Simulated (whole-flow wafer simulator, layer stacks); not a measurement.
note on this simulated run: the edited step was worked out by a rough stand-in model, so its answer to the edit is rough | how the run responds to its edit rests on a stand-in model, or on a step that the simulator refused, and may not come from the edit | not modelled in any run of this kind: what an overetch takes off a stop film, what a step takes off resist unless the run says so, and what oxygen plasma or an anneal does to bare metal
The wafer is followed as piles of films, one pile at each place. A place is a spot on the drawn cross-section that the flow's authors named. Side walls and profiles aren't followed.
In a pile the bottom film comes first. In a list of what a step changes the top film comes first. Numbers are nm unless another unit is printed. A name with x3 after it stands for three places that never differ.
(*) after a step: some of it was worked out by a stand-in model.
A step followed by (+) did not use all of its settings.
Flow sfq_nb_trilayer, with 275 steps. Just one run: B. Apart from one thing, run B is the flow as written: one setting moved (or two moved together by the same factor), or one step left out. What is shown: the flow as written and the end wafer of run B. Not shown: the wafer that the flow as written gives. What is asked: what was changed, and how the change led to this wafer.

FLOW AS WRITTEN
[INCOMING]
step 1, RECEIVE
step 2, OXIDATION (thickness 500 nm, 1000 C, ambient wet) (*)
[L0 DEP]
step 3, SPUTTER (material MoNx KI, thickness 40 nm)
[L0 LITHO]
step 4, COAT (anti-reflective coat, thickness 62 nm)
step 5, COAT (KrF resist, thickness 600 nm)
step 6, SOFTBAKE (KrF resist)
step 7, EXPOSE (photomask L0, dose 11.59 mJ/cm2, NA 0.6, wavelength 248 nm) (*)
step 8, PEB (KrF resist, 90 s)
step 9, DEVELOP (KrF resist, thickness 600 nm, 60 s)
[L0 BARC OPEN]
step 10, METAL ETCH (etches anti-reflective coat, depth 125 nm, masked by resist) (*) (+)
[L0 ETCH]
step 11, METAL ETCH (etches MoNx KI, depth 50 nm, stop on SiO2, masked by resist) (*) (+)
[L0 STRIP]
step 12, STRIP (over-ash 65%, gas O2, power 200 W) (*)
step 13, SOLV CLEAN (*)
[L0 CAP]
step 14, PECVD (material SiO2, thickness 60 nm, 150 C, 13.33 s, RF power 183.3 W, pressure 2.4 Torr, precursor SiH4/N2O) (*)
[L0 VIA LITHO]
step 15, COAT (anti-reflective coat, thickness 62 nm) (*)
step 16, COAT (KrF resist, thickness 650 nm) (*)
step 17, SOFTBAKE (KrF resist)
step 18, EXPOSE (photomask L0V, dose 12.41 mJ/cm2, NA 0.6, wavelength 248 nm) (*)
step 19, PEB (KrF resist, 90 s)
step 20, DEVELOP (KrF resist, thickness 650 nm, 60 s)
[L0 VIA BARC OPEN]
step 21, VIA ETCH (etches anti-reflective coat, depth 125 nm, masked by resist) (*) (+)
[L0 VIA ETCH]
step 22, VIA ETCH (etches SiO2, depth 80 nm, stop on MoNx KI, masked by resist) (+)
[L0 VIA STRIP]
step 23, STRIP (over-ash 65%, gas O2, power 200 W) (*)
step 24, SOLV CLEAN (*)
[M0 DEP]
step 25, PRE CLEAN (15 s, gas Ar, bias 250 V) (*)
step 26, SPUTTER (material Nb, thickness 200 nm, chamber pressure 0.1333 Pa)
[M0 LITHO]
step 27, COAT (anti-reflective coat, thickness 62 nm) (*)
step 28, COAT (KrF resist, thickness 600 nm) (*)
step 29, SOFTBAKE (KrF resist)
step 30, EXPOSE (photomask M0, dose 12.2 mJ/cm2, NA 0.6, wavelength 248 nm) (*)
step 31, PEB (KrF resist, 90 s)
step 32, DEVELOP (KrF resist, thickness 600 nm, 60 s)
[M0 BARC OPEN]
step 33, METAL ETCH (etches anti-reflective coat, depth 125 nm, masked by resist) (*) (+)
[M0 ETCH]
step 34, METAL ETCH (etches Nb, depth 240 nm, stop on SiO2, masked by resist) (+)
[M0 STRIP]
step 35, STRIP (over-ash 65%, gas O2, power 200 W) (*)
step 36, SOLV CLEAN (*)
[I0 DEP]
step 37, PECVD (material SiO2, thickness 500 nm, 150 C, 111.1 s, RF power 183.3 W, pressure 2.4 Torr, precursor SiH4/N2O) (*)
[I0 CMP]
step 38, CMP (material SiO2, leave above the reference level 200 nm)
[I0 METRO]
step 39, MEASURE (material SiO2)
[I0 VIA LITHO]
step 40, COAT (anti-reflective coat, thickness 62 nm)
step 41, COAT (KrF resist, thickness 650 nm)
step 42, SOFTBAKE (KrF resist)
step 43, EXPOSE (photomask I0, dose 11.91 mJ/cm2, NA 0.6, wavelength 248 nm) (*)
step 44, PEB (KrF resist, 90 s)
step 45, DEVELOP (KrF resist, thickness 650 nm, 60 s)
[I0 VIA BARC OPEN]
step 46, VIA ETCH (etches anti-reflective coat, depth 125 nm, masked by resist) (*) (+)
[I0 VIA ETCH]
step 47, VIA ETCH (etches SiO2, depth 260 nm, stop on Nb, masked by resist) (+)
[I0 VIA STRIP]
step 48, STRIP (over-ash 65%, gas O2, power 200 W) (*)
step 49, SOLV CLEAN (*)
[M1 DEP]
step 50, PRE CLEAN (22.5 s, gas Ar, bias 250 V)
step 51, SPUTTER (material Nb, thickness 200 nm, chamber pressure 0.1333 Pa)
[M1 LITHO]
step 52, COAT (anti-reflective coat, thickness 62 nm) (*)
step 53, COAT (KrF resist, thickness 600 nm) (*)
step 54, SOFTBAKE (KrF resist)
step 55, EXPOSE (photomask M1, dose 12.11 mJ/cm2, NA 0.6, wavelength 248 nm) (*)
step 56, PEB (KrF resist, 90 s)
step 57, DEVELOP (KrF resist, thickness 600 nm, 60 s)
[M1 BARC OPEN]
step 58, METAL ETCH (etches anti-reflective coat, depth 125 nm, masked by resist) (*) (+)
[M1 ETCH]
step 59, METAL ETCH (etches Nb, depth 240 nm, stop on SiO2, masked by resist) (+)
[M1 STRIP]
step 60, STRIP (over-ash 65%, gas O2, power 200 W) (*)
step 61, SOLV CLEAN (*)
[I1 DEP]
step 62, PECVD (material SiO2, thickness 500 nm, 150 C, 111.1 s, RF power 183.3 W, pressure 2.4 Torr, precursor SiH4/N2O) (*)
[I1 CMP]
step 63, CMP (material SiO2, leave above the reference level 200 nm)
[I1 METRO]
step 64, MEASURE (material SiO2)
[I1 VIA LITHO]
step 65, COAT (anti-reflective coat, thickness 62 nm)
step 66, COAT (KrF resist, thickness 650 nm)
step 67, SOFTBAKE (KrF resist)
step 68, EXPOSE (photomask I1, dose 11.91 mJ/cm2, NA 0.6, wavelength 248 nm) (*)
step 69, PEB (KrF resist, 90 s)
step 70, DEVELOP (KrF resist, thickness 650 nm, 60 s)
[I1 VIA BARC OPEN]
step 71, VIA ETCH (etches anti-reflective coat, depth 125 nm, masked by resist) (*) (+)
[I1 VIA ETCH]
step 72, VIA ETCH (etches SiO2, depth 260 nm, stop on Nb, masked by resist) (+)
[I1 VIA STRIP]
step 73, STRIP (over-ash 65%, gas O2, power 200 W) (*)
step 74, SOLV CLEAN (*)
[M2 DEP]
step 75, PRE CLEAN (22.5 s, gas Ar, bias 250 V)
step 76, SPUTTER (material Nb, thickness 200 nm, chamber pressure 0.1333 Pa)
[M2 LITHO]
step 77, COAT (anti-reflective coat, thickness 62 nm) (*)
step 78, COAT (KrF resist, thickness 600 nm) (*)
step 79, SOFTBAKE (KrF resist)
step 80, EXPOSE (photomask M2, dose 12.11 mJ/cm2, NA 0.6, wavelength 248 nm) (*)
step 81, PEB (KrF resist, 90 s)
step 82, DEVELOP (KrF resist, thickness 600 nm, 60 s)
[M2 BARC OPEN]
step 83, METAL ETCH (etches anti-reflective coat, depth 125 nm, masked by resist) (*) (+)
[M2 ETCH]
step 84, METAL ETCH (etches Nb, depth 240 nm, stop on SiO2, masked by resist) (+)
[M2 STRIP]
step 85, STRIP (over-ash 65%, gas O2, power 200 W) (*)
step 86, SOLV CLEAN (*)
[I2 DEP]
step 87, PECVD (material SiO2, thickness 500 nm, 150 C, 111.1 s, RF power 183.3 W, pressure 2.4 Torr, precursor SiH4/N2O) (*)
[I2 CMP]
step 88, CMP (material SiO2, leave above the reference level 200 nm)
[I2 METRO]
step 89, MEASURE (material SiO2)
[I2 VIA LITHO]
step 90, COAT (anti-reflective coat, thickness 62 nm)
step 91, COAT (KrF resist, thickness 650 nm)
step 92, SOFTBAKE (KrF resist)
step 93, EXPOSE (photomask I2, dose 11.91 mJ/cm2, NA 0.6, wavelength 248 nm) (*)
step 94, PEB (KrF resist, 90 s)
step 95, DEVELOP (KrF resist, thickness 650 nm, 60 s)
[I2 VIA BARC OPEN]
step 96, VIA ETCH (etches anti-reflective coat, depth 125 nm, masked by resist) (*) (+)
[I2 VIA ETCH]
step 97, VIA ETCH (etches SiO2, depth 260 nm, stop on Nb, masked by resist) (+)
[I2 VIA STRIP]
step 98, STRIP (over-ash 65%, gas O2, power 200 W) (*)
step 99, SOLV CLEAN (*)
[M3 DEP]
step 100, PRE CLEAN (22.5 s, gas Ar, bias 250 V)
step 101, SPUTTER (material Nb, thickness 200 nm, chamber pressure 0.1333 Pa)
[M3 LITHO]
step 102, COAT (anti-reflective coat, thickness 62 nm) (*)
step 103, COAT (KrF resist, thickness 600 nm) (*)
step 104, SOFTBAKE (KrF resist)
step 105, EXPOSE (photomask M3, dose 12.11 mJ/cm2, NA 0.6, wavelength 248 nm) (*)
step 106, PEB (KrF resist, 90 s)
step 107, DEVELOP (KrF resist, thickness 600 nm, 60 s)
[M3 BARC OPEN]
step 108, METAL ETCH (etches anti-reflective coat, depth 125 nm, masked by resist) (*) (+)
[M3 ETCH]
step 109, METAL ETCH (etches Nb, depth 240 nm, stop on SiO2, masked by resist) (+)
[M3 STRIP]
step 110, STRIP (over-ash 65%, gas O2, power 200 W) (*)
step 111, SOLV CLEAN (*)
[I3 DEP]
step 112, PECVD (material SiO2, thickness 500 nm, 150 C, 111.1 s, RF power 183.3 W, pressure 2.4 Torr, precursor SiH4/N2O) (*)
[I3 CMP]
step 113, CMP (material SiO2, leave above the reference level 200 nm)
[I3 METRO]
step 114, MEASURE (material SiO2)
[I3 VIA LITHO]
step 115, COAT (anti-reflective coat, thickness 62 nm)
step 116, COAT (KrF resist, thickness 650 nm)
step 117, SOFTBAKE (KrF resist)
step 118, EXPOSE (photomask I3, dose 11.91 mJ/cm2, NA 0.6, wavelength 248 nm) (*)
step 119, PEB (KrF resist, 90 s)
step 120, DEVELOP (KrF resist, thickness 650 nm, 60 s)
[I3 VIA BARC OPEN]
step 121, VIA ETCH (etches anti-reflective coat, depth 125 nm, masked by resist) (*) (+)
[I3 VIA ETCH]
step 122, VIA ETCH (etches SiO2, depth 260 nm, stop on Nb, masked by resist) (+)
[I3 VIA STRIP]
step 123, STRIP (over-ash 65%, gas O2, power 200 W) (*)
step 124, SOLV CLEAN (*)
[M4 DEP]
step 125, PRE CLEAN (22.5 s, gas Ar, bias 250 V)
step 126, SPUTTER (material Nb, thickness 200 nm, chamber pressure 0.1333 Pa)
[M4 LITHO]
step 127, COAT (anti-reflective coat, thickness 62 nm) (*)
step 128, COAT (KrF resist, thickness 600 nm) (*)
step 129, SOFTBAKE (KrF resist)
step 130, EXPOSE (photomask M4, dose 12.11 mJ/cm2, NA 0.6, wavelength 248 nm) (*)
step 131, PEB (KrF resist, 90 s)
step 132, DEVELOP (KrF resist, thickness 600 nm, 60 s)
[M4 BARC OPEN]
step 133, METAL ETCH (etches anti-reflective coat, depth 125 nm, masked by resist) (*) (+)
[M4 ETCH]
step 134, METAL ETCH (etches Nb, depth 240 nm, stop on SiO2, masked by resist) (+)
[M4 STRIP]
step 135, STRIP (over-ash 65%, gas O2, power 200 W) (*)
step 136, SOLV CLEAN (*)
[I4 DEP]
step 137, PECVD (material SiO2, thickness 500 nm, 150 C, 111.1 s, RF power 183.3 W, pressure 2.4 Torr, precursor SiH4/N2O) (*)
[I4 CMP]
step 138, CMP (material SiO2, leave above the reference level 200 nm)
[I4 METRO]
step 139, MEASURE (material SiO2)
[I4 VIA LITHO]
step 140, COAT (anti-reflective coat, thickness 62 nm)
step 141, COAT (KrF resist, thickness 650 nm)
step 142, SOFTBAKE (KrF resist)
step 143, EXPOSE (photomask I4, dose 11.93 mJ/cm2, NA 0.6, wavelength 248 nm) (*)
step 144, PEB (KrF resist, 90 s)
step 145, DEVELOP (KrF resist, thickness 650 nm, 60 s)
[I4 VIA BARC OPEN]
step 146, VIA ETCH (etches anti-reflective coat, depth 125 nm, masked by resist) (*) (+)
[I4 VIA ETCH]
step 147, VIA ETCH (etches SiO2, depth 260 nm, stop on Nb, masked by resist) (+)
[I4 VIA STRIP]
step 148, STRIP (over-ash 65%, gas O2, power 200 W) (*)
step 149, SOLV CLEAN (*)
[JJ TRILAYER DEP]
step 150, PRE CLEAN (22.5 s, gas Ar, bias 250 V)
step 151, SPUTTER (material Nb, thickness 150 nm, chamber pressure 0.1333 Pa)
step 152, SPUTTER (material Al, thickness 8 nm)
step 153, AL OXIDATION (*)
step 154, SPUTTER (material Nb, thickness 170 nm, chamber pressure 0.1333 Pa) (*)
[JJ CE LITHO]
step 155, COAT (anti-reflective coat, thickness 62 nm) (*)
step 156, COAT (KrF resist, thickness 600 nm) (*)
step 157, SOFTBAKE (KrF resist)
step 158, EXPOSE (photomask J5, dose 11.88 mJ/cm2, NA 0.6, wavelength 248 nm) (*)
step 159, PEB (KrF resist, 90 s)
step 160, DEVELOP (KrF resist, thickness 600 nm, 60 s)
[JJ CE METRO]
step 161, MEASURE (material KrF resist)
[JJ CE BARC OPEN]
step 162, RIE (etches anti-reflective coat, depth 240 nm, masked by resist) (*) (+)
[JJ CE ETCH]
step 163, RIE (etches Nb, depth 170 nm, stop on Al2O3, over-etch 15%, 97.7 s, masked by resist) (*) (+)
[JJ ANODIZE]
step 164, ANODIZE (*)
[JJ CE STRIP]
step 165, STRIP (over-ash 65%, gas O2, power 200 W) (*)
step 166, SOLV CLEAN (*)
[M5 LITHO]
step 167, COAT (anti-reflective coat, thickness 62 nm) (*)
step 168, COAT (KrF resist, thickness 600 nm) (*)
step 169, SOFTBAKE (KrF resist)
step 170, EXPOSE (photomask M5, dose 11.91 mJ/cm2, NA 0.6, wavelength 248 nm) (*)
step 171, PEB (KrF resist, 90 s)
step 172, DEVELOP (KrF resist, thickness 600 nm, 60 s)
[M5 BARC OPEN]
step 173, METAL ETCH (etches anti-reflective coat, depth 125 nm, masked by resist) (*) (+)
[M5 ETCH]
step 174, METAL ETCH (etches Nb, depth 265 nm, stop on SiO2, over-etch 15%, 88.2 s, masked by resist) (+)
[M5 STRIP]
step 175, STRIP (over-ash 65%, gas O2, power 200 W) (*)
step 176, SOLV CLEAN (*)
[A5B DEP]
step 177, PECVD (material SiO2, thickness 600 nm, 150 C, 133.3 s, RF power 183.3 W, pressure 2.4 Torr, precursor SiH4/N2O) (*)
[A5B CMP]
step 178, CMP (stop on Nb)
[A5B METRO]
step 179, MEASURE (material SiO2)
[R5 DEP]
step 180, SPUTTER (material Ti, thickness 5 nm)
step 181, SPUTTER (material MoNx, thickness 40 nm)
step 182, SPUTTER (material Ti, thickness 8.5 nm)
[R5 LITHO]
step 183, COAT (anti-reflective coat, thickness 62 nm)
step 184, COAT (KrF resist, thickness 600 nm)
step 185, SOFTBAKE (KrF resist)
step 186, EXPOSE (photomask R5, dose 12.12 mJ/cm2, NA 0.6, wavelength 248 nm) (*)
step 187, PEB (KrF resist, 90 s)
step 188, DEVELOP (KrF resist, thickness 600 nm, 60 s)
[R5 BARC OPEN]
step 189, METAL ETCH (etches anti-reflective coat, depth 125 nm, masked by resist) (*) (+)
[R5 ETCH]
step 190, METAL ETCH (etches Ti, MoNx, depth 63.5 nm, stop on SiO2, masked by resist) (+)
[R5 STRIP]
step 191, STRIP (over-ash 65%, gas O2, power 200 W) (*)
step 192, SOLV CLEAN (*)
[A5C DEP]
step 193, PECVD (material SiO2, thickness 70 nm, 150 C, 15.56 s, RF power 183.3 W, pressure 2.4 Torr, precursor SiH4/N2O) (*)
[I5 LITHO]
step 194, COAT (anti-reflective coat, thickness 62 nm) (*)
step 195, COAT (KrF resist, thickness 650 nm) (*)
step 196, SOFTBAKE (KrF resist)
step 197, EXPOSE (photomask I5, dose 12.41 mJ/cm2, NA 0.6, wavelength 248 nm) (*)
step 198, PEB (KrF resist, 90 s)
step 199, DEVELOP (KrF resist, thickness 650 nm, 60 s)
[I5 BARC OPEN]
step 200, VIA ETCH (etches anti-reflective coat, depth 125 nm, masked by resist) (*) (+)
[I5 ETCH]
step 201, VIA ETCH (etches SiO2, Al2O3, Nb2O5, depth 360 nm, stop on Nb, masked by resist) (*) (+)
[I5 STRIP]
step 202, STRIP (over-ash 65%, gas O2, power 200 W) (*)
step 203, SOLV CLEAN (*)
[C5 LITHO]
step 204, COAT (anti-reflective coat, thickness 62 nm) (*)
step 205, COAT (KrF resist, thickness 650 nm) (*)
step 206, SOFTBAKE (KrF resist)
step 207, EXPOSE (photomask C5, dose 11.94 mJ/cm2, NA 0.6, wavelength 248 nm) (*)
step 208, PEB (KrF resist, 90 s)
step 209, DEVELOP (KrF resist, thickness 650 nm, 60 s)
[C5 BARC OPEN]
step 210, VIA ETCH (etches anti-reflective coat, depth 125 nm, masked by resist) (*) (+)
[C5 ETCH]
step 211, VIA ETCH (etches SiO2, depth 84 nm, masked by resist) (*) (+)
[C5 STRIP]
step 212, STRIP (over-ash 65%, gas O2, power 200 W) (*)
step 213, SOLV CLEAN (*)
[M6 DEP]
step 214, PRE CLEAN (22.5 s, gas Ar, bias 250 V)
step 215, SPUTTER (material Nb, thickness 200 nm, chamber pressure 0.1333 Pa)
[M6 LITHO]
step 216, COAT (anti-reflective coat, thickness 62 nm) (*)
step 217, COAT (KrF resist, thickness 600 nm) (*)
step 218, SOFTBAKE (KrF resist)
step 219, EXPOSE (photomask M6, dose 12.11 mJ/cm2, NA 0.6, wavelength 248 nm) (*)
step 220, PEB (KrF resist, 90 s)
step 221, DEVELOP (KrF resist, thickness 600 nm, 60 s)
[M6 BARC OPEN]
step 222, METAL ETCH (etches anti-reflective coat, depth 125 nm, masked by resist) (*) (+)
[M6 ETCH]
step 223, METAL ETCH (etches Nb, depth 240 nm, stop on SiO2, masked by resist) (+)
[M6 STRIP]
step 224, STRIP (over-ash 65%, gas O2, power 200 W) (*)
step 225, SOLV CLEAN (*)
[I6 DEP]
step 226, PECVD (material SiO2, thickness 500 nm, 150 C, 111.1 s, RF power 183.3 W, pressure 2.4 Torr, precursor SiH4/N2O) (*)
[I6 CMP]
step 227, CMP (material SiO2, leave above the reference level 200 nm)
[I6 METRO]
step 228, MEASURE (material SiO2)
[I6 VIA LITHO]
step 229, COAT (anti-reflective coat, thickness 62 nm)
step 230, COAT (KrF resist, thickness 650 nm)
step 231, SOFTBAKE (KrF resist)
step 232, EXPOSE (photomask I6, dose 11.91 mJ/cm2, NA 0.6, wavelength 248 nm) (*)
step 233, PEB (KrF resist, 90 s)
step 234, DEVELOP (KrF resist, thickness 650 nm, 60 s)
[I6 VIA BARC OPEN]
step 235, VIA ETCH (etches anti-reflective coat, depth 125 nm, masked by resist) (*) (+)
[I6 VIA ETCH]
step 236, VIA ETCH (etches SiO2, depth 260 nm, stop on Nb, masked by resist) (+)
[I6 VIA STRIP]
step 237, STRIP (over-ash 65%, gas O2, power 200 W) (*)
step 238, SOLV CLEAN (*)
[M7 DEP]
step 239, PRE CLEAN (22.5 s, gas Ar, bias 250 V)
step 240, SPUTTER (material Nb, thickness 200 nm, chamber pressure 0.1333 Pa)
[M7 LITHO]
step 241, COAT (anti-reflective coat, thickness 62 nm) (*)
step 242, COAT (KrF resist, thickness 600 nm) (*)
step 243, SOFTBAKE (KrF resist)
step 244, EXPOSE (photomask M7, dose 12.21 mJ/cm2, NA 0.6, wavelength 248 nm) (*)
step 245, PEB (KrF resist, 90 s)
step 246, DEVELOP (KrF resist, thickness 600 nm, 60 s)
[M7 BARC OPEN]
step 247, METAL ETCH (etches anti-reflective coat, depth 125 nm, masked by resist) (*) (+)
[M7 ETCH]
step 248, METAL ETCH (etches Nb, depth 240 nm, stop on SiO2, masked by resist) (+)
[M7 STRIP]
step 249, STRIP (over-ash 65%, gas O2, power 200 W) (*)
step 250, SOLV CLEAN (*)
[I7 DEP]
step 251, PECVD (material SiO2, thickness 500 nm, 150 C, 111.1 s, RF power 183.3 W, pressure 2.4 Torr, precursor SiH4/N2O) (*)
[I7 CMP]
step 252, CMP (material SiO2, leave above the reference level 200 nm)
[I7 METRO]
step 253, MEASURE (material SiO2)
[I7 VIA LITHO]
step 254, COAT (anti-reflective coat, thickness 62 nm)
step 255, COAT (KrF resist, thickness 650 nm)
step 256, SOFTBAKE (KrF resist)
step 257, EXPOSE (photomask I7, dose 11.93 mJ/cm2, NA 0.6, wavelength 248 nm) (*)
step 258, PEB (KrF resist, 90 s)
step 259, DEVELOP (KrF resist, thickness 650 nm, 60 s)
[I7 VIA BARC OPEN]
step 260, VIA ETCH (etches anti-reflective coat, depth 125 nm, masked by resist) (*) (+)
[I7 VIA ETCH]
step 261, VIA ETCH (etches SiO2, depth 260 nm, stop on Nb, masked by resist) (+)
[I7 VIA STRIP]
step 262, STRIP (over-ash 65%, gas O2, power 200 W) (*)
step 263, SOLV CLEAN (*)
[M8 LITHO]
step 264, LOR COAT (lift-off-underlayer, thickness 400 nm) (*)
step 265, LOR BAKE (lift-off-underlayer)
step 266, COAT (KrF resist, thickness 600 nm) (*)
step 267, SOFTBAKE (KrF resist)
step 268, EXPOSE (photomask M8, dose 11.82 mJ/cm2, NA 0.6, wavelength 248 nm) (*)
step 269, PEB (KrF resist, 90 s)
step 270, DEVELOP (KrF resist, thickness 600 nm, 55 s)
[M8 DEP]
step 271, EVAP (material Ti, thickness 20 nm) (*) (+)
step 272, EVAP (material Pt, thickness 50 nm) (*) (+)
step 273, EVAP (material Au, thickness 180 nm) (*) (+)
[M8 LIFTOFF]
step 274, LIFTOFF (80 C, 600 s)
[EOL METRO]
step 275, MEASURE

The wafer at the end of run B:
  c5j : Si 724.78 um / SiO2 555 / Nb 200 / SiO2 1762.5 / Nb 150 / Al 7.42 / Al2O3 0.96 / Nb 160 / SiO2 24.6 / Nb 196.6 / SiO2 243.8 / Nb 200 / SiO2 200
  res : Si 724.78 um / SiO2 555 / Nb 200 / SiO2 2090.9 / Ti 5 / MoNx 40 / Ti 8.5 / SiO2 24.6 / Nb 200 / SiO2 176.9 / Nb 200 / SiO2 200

Cause: step 211, VIA ETCH: depth 37.8 nm was run, though the flow has depth 84 nm.

Step by step, how the change led to this:
  step 211, VIA ETCH (etches SiO2, depth 84 nm, masked by resist) (*) (+)
      c5j: SiO2 loses 37.8 (in the flow as written it would be: SiO2 loses 69.9 (all of it), Nb loses 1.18)
      res: SiO2 loses 37.8 (in the flow as written it would be: SiO2 loses 69.9 (all of it))
      (and at 104 other places as well)
  step 214, PRE CLEAN (22.5 s, gas Ar, bias 250 V)
      c5j: SiO2 loses 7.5 (in the flow as written it would be: Nb loses 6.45)
      res: SiO2 loses 7.5 (in the flow as written it would be: Ti loses 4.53)
  step 215, SPUTTER (material Nb, thickness 200 nm, chamber pressure 0.1333 Pa)
      c5j: Nb gains 196.6 (new film) (in the flow as written it would be: Nb gains 188.4)
      res: Nb gains 200 (new film) (in the flow as written it would be: Nb gains 192.9 (new film))
  step 216, COAT (anti-reflective coat, thickness 62 nm) (*)
      jj_sur: anti-reflective coat gains 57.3 (new film) (in the flow as written it would be: anti-reflective coat gains 56.1 (new film))
      ce_l: anti-reflective coat gains 56.2 (new film) (in the flow as written it would be: anti-reflective coat gains 48 (new film))
      (and at 6 other places as well)
  step 217, COAT (KrF resist, thickness 600 nm) (*)
      c5j: KrF resist gains 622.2 (new film) (in the flow as written it would be: KrF resist gains 636 (new film))
      res: KrF resist gains 589.8 (new film) (in the flow as written it would be: KrF resist gains 605.2 (new film))
  step 224, STRIP (over-ash 65%, gas O2, power 200 W) (*)
      jj_sur: KrF resist loses 379.9 (all of it), anti-reflective coat loses 57.3 (all of it) (in the flow as written it would be: KrF resist loses 378.5 (all of it), anti-reflective coat loses 56.1 (all of it))
      ce_l: KrF resist loses 392.1 (all of it), anti-reflective coat loses 56.2 (all of it) (in the flow as written it would be: KrF resist loses 397.1 (all of it), anti-reflective coat loses 48 (all of it))
      (and at 6 other places as well)
  step 226, PECVD (material SiO2, thickness 500 nm, 150 C, 111.1 s, RF power 183.3 W, pressure 2.4 Torr, precursor SiH4/N2O) (*)
      c5j: SiO2 gains 500 (new film) (in the flow as written it would be: SiO2 gains 514.7 (new film))
  step 227, CMP (material SiO2, leave above the reference level 200 nm)
      c5j: SiO2 loses 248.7 (in the flow as written it would be: SiO2 loses 223)
      res: SiO2 loses 315.6 (in the flow as written it would be: SiO2 loses 279.4)
With metal films that touch counted as one body, c5j has 5 bodies (between them, from the top down: SiO2 243.8; SiO2 24.6; Al2O3 0.96; SiO2 1762.5); the flow as written gives 4 bodies (between them, from the top down: SiO2 284.2; Al2O3 0.96; SiO2 1762.5).
With metal films that touch counted as one body, res has 4 bodies (between them, from the top down: SiO2 176.9; SiO2 24.6; SiO2 2090.9); the flow as written gives 3 bodies (between them, from the top down: SiO2 213.1; SiO2 2090.9).
